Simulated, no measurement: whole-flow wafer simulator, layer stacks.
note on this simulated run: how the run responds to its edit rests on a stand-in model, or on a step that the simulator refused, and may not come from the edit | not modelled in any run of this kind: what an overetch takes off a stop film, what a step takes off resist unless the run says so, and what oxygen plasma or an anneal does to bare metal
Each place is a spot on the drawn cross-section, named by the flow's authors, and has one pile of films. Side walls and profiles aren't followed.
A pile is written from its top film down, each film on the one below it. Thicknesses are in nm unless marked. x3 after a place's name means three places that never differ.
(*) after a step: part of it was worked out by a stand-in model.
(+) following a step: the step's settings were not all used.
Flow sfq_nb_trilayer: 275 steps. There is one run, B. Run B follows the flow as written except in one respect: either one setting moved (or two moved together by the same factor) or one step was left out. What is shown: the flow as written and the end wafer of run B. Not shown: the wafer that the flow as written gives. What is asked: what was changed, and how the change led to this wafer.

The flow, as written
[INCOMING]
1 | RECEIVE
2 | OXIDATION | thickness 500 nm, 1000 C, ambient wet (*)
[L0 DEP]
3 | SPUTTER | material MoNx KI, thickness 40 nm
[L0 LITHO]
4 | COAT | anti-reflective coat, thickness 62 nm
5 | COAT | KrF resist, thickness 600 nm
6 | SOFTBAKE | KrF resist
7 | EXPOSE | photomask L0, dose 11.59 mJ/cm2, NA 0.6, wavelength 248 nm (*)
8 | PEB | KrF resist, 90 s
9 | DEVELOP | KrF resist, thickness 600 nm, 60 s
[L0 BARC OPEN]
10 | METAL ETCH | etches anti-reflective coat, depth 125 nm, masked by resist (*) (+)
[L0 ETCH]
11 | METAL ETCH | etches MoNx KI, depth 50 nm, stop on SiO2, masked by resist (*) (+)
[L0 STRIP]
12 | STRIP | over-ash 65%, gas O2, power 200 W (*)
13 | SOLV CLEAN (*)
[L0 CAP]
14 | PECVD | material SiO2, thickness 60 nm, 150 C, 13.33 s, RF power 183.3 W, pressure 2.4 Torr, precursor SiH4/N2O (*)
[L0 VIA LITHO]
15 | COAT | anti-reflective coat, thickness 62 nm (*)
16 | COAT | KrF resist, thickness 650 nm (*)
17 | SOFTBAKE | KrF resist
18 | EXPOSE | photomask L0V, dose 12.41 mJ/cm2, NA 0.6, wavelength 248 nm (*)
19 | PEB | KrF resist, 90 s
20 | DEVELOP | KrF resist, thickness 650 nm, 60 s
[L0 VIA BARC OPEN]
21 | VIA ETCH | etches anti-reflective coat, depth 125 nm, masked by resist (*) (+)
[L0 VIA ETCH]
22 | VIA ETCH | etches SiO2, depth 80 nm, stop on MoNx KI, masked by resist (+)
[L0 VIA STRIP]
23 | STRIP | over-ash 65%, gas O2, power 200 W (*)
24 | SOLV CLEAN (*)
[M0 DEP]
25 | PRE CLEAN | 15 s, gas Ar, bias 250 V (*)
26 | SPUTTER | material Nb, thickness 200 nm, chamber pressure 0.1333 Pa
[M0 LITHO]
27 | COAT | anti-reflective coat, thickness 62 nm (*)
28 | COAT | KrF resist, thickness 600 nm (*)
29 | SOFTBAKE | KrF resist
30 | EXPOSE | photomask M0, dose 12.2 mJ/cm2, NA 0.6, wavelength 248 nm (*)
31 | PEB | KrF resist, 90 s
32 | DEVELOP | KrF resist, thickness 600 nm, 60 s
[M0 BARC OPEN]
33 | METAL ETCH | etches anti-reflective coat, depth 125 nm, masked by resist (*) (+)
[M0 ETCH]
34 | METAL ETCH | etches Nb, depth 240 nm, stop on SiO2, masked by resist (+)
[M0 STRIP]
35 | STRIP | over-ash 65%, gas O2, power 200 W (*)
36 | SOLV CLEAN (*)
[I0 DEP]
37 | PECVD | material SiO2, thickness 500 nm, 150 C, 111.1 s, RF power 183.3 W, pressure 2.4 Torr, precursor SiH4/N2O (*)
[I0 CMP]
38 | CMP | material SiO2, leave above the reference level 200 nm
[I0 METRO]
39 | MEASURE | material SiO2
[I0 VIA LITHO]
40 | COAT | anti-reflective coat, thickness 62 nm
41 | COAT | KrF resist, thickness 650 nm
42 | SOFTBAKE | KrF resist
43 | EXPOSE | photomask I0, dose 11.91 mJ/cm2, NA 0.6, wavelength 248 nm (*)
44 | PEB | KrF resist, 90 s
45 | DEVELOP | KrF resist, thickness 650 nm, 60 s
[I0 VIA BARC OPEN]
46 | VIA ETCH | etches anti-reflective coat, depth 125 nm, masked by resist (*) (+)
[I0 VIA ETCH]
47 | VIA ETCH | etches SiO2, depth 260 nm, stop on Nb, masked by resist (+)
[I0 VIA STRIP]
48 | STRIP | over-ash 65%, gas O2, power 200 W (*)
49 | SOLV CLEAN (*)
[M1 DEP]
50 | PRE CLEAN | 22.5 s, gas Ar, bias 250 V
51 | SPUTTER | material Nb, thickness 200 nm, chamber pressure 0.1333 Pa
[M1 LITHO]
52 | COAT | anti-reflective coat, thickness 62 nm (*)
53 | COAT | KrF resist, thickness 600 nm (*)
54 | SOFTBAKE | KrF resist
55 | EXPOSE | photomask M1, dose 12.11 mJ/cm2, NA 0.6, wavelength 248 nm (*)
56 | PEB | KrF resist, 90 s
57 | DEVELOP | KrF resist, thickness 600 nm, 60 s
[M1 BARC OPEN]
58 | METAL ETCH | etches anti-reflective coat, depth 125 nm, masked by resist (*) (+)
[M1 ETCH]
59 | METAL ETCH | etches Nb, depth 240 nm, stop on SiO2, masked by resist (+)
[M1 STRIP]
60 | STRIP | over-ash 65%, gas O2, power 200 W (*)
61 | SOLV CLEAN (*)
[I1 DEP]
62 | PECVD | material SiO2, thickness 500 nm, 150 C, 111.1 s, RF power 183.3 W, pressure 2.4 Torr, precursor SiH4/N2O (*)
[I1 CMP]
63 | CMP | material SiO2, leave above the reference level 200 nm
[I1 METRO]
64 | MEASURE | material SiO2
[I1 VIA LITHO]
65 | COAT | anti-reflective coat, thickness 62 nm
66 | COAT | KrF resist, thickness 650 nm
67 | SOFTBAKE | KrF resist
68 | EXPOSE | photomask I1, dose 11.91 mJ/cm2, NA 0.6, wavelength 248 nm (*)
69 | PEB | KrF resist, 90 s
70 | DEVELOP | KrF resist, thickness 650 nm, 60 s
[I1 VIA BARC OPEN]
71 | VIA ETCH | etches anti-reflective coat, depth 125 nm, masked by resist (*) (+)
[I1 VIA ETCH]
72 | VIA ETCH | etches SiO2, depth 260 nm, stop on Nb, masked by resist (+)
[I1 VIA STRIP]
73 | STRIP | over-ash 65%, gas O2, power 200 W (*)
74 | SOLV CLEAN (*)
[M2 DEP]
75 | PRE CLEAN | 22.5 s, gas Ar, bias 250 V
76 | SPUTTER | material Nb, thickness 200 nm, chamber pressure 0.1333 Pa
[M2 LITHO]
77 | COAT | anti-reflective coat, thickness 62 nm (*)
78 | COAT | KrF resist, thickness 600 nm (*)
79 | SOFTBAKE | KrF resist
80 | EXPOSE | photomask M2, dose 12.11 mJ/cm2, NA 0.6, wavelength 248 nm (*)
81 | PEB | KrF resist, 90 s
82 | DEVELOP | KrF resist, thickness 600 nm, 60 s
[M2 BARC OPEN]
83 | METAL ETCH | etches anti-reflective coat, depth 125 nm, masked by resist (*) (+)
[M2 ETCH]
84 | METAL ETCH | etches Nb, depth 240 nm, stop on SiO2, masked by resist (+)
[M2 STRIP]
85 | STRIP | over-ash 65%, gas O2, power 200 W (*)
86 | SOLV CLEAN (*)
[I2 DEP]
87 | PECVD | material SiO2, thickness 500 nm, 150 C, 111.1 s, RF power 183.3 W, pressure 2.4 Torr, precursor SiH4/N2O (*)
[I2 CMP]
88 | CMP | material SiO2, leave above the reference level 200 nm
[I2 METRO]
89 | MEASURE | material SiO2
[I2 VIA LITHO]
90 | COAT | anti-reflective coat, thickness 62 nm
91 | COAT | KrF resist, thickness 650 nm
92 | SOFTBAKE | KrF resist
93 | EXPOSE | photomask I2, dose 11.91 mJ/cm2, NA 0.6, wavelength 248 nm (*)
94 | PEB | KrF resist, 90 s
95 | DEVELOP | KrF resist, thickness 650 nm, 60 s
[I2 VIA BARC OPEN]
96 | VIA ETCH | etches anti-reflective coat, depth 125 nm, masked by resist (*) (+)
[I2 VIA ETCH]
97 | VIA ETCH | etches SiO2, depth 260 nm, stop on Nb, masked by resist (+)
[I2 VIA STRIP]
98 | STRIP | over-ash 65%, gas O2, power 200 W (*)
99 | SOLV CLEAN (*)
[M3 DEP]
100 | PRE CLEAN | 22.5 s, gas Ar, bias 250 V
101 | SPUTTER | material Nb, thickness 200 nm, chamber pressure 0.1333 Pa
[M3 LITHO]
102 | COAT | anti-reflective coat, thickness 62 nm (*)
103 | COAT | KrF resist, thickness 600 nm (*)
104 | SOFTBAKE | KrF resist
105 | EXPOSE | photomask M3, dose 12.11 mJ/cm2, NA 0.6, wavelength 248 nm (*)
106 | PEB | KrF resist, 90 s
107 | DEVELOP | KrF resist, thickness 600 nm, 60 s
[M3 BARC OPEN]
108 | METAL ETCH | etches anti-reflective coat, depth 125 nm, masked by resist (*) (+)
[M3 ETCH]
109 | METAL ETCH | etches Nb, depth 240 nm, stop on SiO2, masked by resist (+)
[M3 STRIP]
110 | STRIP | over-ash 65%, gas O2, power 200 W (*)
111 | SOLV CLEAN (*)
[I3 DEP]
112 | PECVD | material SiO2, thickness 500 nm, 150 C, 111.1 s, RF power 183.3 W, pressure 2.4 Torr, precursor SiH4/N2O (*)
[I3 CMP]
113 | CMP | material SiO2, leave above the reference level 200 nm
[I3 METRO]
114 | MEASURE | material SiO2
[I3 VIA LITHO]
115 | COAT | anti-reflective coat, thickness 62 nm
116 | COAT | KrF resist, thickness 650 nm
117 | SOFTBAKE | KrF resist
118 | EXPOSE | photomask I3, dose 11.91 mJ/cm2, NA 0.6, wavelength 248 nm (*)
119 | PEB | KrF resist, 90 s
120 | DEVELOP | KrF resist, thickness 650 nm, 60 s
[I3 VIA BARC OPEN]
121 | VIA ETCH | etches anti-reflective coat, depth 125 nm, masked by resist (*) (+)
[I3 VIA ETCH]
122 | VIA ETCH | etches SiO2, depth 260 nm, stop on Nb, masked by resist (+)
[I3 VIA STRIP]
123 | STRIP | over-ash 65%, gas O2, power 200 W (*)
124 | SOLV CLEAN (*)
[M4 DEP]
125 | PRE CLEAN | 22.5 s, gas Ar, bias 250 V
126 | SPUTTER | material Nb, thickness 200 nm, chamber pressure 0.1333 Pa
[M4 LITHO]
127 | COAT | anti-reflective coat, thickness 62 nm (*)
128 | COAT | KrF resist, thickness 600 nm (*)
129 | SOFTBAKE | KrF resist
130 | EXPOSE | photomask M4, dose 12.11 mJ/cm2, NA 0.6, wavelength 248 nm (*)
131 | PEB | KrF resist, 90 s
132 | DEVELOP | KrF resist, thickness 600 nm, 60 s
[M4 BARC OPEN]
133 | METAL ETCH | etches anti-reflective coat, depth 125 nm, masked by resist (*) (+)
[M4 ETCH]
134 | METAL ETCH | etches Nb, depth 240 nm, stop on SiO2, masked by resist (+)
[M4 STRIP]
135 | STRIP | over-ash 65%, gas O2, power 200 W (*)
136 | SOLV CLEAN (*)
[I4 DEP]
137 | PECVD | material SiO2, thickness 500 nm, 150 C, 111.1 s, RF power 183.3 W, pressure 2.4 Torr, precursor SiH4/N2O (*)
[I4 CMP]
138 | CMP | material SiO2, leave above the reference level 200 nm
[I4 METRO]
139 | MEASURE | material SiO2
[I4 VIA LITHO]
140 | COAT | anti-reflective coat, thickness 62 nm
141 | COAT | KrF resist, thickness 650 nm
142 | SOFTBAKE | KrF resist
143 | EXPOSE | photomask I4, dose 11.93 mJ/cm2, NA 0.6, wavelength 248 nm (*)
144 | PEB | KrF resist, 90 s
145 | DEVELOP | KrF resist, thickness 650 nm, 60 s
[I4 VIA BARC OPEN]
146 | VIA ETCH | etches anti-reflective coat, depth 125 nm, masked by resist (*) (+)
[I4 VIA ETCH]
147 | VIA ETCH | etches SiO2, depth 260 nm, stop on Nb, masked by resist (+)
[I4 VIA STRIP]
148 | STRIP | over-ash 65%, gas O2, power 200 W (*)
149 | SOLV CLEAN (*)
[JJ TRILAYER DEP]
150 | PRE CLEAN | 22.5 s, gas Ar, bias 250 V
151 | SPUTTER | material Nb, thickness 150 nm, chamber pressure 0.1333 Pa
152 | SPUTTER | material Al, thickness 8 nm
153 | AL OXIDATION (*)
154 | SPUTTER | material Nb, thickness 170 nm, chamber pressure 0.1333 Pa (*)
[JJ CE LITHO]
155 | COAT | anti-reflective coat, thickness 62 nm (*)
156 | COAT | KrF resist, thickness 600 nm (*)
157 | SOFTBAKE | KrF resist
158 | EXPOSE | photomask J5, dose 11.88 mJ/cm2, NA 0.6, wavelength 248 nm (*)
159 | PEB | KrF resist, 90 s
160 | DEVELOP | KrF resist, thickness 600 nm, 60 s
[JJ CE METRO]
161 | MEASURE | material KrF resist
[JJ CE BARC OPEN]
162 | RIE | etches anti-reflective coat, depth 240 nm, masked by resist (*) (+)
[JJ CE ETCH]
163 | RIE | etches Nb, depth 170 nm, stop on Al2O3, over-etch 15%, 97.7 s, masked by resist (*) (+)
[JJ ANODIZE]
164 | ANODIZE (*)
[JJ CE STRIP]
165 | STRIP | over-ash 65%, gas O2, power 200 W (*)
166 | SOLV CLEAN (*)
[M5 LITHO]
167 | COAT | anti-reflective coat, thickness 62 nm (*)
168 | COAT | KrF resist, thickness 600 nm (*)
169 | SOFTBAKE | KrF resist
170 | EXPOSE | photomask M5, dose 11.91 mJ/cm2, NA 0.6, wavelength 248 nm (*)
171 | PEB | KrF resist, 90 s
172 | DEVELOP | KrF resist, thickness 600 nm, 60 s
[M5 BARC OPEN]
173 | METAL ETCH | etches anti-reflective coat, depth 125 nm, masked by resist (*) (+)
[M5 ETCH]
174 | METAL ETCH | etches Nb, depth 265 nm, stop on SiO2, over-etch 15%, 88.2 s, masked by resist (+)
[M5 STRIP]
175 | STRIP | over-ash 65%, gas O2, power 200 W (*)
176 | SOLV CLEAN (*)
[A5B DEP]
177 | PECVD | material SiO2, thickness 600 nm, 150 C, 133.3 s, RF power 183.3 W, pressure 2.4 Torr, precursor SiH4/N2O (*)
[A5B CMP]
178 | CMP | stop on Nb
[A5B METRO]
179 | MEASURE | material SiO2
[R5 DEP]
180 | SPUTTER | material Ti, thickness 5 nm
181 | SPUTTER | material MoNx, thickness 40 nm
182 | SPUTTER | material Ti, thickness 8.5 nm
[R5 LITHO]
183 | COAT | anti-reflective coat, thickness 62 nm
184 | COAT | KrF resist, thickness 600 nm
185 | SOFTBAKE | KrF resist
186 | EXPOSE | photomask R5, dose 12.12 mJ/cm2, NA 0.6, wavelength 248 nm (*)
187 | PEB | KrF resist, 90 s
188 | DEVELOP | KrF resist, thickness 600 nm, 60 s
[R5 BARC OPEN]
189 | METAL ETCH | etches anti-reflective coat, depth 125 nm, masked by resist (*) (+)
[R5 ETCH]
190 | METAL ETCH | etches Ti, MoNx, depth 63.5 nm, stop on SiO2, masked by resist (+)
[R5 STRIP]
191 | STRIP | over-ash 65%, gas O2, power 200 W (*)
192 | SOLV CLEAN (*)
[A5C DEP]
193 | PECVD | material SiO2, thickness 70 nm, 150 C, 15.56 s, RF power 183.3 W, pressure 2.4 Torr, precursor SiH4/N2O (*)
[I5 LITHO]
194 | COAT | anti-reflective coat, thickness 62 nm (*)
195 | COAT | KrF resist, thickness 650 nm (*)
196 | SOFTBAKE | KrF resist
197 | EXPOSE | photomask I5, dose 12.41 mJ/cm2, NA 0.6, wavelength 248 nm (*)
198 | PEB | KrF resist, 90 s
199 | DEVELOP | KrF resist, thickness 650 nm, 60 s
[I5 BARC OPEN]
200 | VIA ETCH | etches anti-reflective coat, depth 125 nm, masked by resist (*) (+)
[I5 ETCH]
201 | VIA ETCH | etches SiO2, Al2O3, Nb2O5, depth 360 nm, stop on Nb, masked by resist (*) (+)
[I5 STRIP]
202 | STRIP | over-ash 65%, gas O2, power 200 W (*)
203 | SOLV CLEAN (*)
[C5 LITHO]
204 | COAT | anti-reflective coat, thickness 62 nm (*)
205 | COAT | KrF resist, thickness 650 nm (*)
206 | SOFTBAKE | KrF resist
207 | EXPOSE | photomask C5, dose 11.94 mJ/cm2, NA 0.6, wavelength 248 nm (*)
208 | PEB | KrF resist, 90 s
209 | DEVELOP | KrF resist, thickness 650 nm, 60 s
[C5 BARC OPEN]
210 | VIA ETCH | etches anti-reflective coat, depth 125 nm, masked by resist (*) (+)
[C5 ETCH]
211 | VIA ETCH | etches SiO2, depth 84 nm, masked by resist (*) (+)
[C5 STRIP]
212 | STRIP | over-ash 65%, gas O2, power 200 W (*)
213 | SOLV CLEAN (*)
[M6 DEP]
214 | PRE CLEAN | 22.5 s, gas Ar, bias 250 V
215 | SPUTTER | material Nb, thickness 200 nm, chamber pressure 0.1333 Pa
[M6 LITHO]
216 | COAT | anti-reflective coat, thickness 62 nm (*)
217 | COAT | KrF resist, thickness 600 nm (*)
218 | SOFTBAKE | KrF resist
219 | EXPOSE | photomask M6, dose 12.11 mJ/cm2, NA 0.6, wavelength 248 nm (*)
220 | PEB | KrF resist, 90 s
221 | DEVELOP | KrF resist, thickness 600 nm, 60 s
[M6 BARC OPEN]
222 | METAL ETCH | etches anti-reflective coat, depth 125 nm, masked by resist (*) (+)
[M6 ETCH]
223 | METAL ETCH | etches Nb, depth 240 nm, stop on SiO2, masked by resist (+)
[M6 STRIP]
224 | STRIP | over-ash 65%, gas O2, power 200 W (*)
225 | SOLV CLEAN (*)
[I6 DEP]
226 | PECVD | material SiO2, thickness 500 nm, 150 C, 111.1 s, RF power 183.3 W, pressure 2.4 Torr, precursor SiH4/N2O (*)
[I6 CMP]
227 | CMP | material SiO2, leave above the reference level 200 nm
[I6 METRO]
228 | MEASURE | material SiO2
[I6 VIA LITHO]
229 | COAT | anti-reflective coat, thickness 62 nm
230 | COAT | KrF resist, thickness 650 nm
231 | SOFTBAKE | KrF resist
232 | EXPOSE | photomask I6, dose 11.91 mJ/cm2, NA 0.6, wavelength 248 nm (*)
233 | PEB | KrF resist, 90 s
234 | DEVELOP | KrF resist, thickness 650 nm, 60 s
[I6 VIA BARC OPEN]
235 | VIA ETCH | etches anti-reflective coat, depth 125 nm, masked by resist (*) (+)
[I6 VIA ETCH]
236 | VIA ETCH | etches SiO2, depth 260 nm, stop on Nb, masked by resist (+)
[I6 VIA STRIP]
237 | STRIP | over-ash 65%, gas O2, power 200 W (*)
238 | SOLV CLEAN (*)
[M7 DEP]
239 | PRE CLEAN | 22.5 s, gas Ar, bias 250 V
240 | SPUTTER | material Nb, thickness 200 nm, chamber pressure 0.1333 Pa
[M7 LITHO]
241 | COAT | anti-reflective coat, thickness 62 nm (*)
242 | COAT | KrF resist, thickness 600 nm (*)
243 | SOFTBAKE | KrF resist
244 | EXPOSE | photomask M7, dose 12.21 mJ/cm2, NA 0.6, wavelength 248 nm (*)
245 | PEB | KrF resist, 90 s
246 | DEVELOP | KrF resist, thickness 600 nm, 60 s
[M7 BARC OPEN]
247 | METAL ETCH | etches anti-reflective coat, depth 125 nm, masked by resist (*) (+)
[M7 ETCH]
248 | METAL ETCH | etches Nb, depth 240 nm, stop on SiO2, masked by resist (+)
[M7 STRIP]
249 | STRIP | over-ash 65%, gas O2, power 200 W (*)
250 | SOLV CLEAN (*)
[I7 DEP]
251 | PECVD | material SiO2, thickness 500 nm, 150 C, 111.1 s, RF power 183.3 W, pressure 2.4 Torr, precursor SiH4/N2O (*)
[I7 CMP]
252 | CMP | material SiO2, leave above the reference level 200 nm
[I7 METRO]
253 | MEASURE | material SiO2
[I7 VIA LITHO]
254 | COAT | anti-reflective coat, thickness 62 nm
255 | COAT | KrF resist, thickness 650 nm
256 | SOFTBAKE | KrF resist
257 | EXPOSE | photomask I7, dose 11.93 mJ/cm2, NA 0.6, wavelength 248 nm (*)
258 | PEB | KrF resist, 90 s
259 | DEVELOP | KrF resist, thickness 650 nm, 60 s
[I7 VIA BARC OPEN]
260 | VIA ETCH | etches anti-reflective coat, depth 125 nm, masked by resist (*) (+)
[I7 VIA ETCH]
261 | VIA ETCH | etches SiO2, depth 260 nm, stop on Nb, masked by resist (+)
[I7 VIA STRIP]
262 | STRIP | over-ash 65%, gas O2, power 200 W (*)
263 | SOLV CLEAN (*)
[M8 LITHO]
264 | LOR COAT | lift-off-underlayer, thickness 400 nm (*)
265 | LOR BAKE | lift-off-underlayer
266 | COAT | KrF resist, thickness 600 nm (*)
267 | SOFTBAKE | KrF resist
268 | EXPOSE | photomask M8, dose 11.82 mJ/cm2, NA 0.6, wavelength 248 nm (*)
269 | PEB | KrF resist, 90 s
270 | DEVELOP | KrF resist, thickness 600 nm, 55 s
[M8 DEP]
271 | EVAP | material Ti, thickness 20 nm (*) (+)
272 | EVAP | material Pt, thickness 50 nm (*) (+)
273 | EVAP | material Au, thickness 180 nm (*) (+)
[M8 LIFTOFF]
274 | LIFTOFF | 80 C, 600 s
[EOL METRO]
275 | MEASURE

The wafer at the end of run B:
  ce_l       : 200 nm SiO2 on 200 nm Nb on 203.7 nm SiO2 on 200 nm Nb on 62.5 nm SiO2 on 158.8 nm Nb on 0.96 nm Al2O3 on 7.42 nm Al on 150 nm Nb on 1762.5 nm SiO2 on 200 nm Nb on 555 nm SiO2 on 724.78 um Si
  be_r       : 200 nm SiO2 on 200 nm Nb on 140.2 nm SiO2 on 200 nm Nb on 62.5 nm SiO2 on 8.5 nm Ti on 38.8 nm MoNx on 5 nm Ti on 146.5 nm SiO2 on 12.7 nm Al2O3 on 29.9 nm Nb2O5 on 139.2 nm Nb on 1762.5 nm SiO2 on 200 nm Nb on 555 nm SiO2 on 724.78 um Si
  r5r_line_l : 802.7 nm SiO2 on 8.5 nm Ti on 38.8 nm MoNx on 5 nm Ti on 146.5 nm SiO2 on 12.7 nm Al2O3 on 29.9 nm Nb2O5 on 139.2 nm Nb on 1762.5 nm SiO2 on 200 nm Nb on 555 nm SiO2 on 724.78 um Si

The reason: step 181, SPUTTER: thickness 38.8 nm was run, while the flow as written has thickness 40 nm.
One can read it off the wafer: be_r has MoNx 38.8, and step 181 as written asks for 40 nm.

How this came from the change, step by step:
  181 | SPUTTER | material MoNx, thickness 40 nm
      field_l, v_sur, via_wl and 103 more: MoNx gains 38.8 (new film) (it would be, as written: MoNx gains 40 (new film))
  190 | METAL ETCH | etches Ti, MoNx, depth 63.5 nm, stop on SiO2, masked by resist (+)
      field_l, v_sur, via_wl and 92 more: Ti loses 8.5 (all of it), MoNx loses 38.8 (all of it), Ti loses 5 (all of it) (it would be, as written: Ti loses 8.5 (all of it), MoNx loses 40 (all of it), Ti loses 5 (all of it))
      ce_l, c5j, ce_r, wl_jj: Ti loses 8.5 (all of it), MoNx loses 38.8 (all of it), Ti loses 5 (all of it), Nb loses 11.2 (it would be, as written: Ti loses 8.5 (all of it), MoNx loses 40 (all of it), Ti loses 5 (all of it), Nb loses 10)
